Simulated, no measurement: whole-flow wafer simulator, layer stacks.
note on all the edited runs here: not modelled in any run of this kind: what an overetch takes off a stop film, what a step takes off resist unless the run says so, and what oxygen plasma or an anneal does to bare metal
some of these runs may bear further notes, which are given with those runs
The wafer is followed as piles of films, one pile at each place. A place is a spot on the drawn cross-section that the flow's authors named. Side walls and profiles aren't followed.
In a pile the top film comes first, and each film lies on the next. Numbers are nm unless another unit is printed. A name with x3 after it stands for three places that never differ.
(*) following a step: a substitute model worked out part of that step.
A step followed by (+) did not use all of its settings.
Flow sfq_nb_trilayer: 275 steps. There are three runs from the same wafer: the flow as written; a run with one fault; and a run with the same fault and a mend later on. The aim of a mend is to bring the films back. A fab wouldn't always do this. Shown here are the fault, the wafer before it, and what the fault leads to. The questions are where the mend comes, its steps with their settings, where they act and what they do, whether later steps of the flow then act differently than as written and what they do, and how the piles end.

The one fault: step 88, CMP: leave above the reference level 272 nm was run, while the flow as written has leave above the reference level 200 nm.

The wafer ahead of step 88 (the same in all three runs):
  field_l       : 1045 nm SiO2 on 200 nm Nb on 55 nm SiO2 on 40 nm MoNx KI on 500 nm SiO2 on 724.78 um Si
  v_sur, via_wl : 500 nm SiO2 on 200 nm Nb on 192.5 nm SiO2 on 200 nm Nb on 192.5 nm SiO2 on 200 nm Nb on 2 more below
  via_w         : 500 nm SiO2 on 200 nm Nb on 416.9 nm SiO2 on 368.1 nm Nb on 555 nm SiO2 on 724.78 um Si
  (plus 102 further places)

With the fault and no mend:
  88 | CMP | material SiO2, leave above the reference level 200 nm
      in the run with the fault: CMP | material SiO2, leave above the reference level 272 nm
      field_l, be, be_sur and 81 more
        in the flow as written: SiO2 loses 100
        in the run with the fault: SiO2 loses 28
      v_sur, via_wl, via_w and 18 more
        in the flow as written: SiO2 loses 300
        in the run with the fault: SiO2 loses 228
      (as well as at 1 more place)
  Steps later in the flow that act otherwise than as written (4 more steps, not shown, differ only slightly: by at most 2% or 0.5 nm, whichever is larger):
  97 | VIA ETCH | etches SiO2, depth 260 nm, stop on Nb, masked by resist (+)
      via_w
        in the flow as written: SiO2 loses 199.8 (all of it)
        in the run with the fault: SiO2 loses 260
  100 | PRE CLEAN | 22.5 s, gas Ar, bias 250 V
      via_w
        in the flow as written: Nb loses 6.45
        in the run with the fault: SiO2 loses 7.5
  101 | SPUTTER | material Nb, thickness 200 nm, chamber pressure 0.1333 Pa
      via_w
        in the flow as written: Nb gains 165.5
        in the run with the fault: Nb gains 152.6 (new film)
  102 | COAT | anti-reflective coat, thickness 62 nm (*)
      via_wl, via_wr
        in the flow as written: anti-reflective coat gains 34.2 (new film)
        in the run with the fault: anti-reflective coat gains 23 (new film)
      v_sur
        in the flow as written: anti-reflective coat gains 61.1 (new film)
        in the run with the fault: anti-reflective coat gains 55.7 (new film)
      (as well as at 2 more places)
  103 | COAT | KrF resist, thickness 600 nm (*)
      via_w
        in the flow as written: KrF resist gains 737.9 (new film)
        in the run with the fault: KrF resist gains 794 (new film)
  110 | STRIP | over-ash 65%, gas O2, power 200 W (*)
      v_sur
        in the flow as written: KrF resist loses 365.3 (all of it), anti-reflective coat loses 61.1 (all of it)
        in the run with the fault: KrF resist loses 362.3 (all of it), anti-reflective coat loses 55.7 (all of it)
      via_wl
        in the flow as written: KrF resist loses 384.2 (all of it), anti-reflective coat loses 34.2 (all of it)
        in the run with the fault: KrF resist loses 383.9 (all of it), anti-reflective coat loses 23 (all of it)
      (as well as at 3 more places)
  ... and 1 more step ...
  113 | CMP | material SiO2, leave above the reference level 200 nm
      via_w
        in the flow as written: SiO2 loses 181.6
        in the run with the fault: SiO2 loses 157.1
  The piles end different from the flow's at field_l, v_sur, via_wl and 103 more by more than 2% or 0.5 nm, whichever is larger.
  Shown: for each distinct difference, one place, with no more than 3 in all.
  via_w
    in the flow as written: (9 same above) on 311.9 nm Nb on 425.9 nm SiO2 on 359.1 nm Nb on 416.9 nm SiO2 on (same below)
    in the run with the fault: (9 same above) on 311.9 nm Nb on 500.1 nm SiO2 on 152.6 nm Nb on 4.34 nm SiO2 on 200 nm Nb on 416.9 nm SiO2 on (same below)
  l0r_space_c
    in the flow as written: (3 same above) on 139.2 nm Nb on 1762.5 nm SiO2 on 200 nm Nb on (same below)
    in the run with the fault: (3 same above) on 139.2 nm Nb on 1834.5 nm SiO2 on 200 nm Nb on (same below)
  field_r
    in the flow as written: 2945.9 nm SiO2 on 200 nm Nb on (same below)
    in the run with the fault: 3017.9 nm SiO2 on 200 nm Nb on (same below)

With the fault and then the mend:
  After step 95 comes the mend.
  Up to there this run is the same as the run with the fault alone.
  95a | STRIP | over-ash 65%, gas O2, power 200 W (*)
      field_l, v_sur, via_wl and 102 more
        KrF resist loses 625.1 (all of it), anti-reflective coat loses 62 (all of it)
      via_w
        anti-reflective coat loses 62 (all of it)
  95b | CMP | material SiO2, leave above the reference level 200 nm (the flow's step 88, run once more)
      field_l, v_sur, via_wl and 103 more
        SiO2 loses 72
  95c | COAT | anti-reflective coat, thickness 62 nm (the flow's step 90, run once more)
      field_l, v_sur, via_wl and 103 more
        anti-reflective coat gains 62 (new film)
  95d | COAT | KrF resist, thickness 650 nm (the flow's step 91, run once more)
      field_l, v_sur, via_wl and 103 more
        KrF resist gains 650 (new film)
  95e | SOFTBAKE | KrF resist (the flow's step 92, run once more)
      does not change any film at any place that is followed
  95f | EXPOSE | photomask I2, dose 11.91 mJ/cm2, NA 0.6, wavelength 248 nm (*) (the flow's step 93, run once more)
      does not change any film at any place that is followed
  95g | PEB | KrF resist, 90 s (the flow's step 94, run once more)
      field_l, v_sur, via_wl and 103 more
        KrF resist loses 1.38
  95h | DEVELOP | KrF resist, thickness 650 nm, 60 s (the flow's step 95, run once more)
      field_l, v_sur, via_wl and 102 more
        KrF resist loses 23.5
      via_w
        KrF resist loses 648.6 (all of it)
  None of the later steps of the flow acts differently than as written at any place that is followed.
  By the end, the piles equal the flow's at every place that both follow.
